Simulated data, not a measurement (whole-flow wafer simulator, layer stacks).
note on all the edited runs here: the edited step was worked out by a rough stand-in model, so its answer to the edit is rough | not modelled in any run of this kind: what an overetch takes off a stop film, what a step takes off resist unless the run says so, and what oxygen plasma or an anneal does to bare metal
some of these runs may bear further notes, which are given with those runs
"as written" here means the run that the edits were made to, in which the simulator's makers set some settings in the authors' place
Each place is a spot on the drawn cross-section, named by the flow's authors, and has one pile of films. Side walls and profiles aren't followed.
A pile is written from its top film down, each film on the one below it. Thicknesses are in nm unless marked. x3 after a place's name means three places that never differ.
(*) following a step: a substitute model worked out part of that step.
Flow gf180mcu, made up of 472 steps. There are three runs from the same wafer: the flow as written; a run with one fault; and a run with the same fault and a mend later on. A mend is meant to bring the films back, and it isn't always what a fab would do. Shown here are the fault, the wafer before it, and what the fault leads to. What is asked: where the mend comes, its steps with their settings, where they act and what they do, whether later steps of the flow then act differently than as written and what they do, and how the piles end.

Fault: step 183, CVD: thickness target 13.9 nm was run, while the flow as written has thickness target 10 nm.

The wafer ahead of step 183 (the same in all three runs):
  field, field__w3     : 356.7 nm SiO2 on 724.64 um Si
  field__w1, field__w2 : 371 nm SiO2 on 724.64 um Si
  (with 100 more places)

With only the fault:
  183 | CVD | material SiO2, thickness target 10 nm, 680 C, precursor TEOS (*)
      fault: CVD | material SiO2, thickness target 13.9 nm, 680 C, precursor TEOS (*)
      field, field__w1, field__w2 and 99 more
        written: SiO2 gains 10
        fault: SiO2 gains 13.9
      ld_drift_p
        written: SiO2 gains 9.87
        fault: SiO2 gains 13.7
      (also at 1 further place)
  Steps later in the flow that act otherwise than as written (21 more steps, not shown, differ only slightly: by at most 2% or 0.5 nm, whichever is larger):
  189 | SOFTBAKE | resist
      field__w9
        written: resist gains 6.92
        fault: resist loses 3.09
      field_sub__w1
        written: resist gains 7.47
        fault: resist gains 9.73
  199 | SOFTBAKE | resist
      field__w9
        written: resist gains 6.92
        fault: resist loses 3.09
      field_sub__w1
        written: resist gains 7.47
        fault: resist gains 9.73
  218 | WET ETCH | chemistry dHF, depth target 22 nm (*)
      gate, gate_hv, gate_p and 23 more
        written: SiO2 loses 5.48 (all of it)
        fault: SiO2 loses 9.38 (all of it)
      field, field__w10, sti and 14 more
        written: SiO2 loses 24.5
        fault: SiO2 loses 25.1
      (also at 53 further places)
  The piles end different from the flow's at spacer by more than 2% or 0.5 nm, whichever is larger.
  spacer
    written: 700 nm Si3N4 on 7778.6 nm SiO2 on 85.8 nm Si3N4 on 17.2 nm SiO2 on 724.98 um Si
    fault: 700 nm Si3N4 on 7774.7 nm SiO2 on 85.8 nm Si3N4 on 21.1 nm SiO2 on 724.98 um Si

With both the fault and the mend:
  The mend stands after step 183.
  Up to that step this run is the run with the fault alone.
  183a | WET ETCH | chemistry dHF, depth target 3.9 nm, 25 C, dilution 100:1 (the flow's step 17, run once more with other settings)
      field, field__w1, field__w2 and 101 more
        SiO2 loses 3.9
  Later steps of the flow that are run all act as written at every place that is followed, up to a difference of at most 2% or 0.5 nm, whichever is larger.
  At the end the piles are close to the flow's at the places that both follow, differing by at most 2% or 0.5 nm, whichever is larger.
